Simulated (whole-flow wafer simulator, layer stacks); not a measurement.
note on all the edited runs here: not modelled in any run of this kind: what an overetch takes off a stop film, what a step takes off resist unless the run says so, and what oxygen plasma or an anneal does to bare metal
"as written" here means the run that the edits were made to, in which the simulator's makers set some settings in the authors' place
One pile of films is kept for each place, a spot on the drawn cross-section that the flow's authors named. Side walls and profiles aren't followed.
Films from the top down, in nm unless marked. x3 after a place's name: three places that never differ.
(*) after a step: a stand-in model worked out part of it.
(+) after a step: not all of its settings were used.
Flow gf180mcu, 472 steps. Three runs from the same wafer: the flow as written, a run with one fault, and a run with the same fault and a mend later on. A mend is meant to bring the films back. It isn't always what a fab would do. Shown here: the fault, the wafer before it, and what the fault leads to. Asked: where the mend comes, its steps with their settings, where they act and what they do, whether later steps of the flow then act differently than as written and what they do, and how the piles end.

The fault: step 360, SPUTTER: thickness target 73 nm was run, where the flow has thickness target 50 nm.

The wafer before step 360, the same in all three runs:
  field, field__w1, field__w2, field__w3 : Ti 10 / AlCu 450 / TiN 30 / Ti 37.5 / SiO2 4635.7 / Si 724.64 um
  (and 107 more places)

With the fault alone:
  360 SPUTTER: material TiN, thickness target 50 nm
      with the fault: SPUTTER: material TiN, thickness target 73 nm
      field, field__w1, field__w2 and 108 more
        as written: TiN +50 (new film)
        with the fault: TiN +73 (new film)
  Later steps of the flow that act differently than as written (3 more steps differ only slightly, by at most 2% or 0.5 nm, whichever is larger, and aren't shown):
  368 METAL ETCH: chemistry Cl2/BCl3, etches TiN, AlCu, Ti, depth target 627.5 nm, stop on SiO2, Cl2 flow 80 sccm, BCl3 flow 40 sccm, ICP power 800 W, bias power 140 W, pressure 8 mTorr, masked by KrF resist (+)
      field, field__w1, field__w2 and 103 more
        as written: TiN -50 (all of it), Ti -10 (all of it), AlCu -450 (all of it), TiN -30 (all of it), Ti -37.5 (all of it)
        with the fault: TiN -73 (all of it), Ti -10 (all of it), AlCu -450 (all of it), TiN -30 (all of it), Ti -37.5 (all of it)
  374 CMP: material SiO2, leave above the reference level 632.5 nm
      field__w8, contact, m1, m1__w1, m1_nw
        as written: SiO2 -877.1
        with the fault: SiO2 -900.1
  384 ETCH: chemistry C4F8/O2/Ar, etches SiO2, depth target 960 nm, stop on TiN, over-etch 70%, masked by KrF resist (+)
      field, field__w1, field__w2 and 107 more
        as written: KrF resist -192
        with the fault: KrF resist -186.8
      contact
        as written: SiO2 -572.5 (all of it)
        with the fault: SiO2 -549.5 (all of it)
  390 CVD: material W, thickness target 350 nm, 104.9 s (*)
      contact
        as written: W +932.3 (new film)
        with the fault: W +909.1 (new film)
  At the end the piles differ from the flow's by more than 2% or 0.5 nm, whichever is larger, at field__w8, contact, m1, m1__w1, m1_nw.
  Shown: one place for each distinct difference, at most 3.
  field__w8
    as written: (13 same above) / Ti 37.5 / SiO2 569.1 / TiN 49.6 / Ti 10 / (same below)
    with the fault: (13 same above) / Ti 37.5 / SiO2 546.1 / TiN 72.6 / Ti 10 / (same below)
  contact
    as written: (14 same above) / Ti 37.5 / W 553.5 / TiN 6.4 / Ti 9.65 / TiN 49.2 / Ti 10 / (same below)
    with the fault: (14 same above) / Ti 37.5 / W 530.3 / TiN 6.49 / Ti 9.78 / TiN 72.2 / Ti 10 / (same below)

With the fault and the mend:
  The mend comes after step 360.
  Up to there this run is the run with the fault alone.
  360a METAL ETCH: chemistry Cl2/BCl3, etches TiN, AlCu, Ti, depth target 23 nm, Cl2 flow 80 sccm, BCl3 flow 40 sccm, ICP power 800 W, bias power 140 W, pressure 8 mTorr (the flow's step 260 once more, with other settings)
      field, field__w1, field__w2 and 108 more
        TiN -23
  No later step of the flow acts differently than as written at any place that is followed.
  At the end the piles are the same as the flow's at every place that both follow.
